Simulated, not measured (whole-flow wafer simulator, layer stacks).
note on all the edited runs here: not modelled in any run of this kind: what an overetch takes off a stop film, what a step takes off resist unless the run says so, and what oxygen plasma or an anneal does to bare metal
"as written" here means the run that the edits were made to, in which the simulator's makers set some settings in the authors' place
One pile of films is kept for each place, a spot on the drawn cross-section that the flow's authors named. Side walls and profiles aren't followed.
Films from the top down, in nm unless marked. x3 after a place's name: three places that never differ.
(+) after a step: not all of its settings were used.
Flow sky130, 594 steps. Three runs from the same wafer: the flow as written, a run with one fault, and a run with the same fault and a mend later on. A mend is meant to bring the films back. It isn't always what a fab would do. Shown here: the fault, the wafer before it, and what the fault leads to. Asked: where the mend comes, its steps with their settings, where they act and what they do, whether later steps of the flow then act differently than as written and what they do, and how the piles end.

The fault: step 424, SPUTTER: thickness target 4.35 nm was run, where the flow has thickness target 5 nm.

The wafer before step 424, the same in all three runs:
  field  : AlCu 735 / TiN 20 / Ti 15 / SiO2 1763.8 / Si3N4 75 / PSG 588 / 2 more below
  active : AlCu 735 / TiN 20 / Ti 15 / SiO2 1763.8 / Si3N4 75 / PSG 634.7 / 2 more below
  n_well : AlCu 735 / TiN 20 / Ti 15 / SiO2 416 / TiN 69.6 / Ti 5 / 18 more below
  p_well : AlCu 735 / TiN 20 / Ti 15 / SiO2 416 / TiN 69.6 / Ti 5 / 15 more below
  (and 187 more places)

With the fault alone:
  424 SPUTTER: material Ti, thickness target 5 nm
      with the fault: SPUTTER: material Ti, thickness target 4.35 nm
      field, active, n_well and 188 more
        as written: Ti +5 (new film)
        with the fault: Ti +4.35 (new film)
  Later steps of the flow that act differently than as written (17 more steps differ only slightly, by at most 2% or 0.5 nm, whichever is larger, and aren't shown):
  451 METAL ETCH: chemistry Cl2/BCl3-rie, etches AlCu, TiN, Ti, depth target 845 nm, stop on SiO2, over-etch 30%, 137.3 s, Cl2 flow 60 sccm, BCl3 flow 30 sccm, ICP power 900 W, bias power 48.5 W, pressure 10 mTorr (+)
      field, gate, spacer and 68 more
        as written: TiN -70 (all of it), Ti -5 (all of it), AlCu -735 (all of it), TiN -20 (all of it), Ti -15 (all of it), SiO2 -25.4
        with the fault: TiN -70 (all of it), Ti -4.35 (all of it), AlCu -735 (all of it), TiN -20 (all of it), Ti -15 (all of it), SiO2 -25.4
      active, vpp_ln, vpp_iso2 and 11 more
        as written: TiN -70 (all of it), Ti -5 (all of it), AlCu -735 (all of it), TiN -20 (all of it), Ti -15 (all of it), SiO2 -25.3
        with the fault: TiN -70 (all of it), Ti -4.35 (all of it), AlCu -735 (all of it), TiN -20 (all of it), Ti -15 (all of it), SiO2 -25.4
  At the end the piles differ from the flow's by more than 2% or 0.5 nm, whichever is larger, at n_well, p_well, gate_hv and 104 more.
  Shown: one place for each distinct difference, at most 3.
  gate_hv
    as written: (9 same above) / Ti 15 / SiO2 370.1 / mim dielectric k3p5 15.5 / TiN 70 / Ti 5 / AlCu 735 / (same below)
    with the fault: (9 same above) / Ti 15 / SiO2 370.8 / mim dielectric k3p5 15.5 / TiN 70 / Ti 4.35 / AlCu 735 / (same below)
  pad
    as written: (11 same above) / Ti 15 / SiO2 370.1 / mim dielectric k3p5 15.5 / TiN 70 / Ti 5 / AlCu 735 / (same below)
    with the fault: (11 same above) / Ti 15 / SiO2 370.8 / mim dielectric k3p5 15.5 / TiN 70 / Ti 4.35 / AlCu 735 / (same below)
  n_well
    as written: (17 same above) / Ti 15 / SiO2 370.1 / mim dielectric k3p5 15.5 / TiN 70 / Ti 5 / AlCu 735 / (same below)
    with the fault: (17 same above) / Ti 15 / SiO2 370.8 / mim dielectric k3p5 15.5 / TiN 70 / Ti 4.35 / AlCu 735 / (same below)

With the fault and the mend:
  The mend comes after step 424.
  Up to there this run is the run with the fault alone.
  424a SPUTTER: material Ti, thickness target 0.65 nm (the flow's step 424 once more, with other settings)
      field, active, n_well and 188 more
        Ti +0.65
  No later step of the flow acts differently than as written at any place that is followed.
  At the end the piles are the same as the flow's at every place that both follow.
